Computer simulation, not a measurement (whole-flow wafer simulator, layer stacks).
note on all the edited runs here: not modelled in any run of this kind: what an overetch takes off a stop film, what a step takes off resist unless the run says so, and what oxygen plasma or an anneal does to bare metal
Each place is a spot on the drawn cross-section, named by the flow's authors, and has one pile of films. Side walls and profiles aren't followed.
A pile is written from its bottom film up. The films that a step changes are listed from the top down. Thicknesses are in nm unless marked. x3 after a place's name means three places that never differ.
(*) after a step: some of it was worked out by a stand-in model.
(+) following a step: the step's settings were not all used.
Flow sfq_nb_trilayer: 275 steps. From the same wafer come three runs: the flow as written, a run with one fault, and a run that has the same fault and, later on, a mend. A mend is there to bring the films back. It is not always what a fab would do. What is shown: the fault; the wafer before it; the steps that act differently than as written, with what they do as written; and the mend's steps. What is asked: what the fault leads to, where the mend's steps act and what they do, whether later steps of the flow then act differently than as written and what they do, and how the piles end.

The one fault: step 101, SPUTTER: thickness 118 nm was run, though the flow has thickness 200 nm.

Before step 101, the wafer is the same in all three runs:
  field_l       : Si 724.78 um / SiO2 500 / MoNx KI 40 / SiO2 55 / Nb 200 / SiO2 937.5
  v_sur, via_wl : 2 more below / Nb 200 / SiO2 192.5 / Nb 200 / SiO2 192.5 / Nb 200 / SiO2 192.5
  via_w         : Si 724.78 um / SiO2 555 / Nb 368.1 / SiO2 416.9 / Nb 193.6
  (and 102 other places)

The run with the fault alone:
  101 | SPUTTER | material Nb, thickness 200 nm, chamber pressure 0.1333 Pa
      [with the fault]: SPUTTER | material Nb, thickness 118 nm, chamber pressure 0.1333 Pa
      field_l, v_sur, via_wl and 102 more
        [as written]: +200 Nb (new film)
        [with the fault]: +118 Nb (new film)
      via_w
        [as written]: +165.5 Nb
        [with the fault]: +97.3 Nb
  Steps later in the flow that act otherwise than as written (4 other steps are not shown; they differ only slightly, by no more than 2% or 0.5 nm, whichever is larger):
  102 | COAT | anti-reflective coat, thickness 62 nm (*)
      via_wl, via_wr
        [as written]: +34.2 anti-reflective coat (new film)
        [with the fault]: +32.5 anti-reflective coat (new film)
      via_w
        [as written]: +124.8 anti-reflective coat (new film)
        [with the fault]: +120.7 anti-reflective coat (new film)
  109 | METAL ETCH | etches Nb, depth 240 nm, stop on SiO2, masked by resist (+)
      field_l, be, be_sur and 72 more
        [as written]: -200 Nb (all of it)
        [with the fault]: -118 Nb (all of it)
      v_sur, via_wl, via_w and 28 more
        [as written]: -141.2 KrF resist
        [with the fault]: -104.1 KrF resist
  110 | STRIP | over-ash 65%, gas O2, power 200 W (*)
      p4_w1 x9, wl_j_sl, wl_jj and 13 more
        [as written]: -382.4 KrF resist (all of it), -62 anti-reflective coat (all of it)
        [with the fault]: -419.4 KrF resist (all of it), -62 anti-reflective coat (all of it)
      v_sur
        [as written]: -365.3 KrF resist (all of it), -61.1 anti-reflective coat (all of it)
        [with the fault]: -403.2 KrF resist (all of it), -60.8 anti-reflective coat (all of it)
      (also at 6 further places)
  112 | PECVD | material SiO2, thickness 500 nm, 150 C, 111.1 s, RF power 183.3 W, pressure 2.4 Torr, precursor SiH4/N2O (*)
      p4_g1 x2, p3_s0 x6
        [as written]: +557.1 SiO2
        [with the fault]: +500 SiO2
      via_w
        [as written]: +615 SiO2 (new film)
        [with the fault]: +592.7 SiO2 (new film)
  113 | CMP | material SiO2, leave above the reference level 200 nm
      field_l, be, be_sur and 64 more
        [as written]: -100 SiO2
        [with the fault]: -182 SiO2
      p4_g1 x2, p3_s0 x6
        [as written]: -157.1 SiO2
        [with the fault]: -182 SiO2
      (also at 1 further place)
  The piles end different from the flow's at field_l, v_sur, via_wl and 103 more by more than 2% or 0.5 nm, whichever is larger.
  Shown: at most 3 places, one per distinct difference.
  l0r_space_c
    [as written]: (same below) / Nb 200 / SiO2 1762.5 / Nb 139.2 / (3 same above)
    [with the fault]: (same below) / Nb 200 / SiO2 1680.5 / Nb 139.2 / (3 same above)
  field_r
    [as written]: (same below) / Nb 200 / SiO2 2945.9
    [with the fault]: (same below) / Nb 200 / SiO2 2863.9
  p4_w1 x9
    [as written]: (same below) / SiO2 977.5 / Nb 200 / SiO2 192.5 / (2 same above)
    [with the fault]: (same below) / SiO2 977.5 / Nb 118 / SiO2 192.5 / (2 same above)

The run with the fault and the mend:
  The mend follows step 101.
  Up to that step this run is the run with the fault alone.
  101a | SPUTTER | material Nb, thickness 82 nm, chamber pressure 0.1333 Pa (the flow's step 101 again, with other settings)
      field_l, v_sur, via_wl and 102 more
        +82 Nb
      via_w
        +65.6 Nb
  Every later step of the flow that is run acts as written, at every place that is followed, to within 2% or 0.5 nm, whichever is larger.
  When the end is reached, the piles differ only a little from the flow's at the places that both follow, at most by 2% or 0.5 nm, whichever is larger.
